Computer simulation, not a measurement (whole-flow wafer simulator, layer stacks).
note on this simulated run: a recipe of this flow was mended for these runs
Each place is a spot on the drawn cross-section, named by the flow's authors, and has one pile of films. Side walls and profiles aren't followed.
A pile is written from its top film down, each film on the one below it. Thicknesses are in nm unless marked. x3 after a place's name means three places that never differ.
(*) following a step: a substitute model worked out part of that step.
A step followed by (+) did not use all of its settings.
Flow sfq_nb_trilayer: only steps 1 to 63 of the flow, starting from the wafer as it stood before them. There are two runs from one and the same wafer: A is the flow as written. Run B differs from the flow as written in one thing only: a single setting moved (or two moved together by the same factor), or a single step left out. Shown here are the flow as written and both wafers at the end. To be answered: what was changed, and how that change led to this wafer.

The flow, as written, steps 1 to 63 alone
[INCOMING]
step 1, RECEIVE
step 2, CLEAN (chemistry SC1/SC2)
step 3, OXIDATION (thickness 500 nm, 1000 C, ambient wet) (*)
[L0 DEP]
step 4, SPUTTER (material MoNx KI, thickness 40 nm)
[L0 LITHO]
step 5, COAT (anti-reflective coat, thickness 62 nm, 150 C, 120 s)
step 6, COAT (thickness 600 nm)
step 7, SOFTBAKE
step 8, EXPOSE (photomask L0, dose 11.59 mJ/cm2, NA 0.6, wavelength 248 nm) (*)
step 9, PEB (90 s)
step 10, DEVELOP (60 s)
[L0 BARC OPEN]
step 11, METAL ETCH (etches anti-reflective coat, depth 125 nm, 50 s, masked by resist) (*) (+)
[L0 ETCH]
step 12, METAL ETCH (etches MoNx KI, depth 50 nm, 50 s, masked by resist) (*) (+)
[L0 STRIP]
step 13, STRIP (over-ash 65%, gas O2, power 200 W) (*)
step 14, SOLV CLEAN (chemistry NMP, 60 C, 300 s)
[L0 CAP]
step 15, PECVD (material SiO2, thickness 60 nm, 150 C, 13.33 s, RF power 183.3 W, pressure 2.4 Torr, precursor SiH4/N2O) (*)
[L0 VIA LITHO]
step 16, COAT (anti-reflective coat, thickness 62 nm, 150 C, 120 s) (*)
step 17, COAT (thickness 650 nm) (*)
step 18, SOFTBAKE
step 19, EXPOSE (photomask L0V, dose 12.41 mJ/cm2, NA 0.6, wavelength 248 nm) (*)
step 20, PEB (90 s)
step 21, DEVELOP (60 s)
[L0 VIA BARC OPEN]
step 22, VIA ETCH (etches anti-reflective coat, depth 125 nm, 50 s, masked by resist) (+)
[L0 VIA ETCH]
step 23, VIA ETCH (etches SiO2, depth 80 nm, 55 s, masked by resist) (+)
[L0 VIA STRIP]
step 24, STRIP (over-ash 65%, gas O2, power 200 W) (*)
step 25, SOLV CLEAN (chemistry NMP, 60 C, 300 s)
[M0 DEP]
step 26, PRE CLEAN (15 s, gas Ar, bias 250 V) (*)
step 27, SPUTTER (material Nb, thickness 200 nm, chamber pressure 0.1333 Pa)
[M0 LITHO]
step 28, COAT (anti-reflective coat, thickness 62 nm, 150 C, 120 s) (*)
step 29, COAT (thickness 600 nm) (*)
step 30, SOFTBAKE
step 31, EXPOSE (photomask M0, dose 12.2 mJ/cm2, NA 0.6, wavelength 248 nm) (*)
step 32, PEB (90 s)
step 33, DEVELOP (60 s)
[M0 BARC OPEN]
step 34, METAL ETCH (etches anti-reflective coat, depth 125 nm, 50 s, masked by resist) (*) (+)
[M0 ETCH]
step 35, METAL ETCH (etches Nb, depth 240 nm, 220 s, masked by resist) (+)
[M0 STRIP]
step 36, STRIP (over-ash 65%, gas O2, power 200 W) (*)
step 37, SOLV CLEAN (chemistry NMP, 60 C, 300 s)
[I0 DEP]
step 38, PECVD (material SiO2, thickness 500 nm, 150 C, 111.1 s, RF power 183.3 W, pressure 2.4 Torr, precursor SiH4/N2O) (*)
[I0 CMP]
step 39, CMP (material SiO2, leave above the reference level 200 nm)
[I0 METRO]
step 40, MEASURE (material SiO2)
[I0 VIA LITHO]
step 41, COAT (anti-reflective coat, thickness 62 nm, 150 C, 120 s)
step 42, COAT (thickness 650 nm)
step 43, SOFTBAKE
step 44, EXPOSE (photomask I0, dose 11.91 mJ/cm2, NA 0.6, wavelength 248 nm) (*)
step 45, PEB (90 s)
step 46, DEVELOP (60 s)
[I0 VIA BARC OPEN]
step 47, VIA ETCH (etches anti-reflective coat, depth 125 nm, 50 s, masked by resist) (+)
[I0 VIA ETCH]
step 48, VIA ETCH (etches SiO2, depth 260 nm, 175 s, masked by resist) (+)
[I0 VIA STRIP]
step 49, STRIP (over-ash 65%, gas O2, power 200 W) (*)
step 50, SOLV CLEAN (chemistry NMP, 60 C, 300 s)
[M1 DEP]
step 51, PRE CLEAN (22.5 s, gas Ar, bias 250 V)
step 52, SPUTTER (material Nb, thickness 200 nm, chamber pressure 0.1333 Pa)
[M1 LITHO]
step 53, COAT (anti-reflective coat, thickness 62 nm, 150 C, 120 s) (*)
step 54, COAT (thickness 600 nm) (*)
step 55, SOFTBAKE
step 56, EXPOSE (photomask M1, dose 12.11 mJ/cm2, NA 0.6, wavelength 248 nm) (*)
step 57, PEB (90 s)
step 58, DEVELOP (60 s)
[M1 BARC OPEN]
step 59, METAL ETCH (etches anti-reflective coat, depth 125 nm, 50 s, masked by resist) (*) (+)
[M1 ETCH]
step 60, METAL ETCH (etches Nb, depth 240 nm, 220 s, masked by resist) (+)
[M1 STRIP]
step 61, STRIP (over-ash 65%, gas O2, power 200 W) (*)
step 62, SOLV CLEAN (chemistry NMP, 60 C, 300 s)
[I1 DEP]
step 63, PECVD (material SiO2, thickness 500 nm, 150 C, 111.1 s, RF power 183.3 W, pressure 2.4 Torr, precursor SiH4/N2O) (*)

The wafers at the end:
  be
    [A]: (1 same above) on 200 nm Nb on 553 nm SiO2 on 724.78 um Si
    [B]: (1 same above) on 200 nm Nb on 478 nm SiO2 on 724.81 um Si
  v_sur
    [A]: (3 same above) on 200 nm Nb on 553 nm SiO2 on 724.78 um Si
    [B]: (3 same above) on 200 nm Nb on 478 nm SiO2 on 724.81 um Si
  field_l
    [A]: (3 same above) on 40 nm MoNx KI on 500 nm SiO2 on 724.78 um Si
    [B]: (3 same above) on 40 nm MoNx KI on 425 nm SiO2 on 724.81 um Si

Cause: step 3, OXIDATION: thickness 425 nm was run, while the flow as written has thickness 500 nm.
The wafer itself shows it: field_l has SiO2 425, and step 3 as written asks for 500 nm.

How this came from the change, step by step:
  step 3, OXIDATION (thickness 500 nm, 1000 C, ambient wet) (*)
      field_l, v_sur, via_wl and 103 more: A +500 SiO2 (new film), -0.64 chemical SiO2 (all of it), -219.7 Si | B +425 SiO2 (new film), -0.64 chemical SiO2 (all of it), -186.7 Si
